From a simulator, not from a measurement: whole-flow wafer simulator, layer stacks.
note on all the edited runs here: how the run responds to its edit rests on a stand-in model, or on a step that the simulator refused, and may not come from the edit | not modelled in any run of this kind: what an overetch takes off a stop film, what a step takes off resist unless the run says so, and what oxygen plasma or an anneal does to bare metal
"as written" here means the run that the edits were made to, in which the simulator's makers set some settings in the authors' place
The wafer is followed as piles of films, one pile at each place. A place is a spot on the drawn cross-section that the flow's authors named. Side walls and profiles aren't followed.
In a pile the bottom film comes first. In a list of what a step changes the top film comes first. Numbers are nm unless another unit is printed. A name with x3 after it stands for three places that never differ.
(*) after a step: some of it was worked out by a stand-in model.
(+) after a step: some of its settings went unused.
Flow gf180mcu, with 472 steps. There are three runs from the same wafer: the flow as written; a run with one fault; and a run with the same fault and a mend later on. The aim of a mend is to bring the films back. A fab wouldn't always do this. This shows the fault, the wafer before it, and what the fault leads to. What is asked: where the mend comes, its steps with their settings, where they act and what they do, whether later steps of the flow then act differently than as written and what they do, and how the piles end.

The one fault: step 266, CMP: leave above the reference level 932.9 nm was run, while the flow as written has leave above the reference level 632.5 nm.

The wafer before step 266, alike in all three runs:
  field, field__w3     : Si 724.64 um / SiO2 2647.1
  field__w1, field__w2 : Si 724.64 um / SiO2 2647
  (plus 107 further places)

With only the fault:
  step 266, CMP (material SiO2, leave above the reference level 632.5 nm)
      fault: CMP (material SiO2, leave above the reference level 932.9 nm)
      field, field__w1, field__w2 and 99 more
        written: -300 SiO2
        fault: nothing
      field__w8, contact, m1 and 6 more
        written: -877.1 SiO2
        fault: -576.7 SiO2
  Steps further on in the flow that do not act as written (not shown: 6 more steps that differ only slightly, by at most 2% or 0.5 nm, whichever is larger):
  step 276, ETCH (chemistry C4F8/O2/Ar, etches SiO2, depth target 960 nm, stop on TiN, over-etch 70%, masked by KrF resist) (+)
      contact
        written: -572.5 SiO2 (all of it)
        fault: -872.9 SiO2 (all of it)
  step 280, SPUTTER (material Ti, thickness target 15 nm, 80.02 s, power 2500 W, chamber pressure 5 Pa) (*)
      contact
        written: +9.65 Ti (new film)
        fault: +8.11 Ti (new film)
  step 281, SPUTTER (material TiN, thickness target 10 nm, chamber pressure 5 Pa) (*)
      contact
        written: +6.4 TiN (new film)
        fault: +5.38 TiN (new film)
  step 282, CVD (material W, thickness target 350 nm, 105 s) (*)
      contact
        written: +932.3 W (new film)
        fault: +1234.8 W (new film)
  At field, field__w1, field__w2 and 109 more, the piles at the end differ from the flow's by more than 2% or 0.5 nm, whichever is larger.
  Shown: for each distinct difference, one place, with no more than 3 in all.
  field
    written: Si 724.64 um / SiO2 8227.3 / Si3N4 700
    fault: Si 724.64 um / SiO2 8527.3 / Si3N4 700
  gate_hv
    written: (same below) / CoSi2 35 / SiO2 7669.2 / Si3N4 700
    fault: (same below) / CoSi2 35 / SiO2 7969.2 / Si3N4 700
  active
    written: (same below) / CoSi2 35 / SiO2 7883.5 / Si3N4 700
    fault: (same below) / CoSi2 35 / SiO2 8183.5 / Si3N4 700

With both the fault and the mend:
  After step 274 comes the mend.
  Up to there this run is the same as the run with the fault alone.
  step 274a, STRIP (chemistry O2/N2, power 2160 W, pressure 1700 mTorr) (*)
      field__w1, field__w2, field__w3 and 95 more
        -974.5 KrF resist (all of it), -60 anti-reflective coat (all of it)
      polyc_p, polyc_p_rim, m1_nw
        -974.4 KrF resist (all of it), -59.8 anti-reflective coat (all of it)
      field__w8, polyc_n_rim
        -974.5 KrF resist (all of it), -59.7 anti-reflective coat (all of it)
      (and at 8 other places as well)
  step 274b, CMP (material SiO2, leave above the reference level 632.5 nm) (the flow's step 266 again)
      field, field__w1, field__w2 and 99 more
        -300 SiO2
      field__w8, contact, m1 and 6 more
        -300.4 SiO2
  step 274c, HMDS (120 C, 60 s) (the flow's step 268 again)
      does not change any film at any place that is followed
  step 274d, COAT (anti-reflective coat, thickness 60 nm, 182 C, 71 s) (the flow's step 269 again)
      field, field__w1, field__w2 and 108 more
        +60 anti-reflective coat (new film)
  step 274e, COAT (KrF resist, thickness 1000 nm) (the flow's step 270 again)
      field, field__w1, field__w2 and 108 more
        +1000 KrF resist (new film)
  step 274f, SOFTBAKE (KrF resist) (the flow's step 271 again)
      does not change any film at any place that is followed
  step 274g, EXPOSE (photomask Via1) (the flow's step 272 again)
      does not change any film at any place that is followed
  step 274h, PEB (KrF resist, 135 C, 90 s) (the flow's step 273 again)
      field, field__w1, field__w2 and 108 more
        -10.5 KrF resist
  step 274i, DEVELOP (KrF resist, thickness 1000 nm, 60 s) (the flow's step 274 again)
      field, field__w1, field__w2 and 107 more
        -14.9 KrF resist
      contact
        -989.5 KrF resist (all of it)
  Later steps of the flow that are run all act as written at every place that is followed.
  By the end, the piles equal the flow's at every place that both follow.
